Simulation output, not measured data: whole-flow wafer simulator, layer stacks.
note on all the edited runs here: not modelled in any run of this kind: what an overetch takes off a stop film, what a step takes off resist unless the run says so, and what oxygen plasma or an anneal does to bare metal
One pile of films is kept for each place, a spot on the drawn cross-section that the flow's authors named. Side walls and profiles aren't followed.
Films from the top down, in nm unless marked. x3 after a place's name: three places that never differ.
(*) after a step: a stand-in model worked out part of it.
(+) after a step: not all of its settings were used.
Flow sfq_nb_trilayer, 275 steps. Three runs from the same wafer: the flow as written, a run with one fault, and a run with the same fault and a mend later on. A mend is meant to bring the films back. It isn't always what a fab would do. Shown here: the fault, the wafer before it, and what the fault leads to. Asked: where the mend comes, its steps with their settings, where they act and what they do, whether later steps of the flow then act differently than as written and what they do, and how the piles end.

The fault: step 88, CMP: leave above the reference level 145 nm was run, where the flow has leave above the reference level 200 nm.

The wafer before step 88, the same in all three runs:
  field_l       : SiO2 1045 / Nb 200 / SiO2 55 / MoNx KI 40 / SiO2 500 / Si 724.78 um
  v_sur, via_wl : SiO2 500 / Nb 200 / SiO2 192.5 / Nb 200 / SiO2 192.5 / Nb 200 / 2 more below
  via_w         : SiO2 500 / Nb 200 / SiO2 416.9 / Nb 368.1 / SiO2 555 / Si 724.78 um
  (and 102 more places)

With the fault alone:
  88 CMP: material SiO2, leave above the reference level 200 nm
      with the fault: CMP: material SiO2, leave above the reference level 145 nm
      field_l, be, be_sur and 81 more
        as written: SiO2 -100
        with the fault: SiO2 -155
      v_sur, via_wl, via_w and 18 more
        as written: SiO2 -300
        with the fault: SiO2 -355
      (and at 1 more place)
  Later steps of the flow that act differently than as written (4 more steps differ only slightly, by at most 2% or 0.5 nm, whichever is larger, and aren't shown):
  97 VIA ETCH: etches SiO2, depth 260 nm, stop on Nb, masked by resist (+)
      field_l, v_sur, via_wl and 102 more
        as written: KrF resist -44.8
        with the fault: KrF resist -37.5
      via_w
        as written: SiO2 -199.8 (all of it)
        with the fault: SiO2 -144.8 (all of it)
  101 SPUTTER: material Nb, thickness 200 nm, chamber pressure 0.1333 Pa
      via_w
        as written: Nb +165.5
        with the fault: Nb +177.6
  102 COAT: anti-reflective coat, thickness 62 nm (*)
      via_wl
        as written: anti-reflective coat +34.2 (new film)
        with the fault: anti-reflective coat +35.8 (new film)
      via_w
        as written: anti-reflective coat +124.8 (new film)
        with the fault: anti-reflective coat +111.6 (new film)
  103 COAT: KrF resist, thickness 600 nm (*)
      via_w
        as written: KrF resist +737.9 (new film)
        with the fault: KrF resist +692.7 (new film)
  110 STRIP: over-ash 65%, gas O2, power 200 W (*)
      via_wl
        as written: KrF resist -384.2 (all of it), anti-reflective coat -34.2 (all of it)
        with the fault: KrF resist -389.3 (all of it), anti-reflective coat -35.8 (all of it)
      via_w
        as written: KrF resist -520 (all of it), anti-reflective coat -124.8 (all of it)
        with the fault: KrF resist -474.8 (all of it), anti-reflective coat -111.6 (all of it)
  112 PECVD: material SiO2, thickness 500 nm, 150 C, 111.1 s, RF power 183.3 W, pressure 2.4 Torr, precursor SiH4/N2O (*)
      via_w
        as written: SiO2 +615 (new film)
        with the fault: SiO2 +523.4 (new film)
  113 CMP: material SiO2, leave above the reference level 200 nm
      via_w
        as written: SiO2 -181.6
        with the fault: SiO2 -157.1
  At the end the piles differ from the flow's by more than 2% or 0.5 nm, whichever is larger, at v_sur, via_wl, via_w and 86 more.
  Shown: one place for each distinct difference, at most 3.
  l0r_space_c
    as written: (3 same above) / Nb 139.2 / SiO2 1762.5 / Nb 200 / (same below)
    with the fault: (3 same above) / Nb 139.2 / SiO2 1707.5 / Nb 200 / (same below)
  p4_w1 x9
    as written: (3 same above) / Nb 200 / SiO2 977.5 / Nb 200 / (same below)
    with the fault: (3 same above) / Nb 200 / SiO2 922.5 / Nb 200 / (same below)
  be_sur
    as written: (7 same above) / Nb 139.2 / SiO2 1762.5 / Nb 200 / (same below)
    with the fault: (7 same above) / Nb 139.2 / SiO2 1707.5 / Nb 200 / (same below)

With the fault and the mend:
  The mend comes after step 89.
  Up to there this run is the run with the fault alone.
  89a PECVD: material SiO2, thickness 55 nm, 150 C, 12.22 s, RF power 183.3 W, pressure 2.4 Torr, precursor SiH4/N2O (the flow's step 87 once more, with other settings)
      field_l, v_sur, via_wl and 103 more
        SiO2 +55
  No later step of the flow acts differently than as written at any place that is followed.
  At the end the piles are the same as the flow's at every place that both follow.
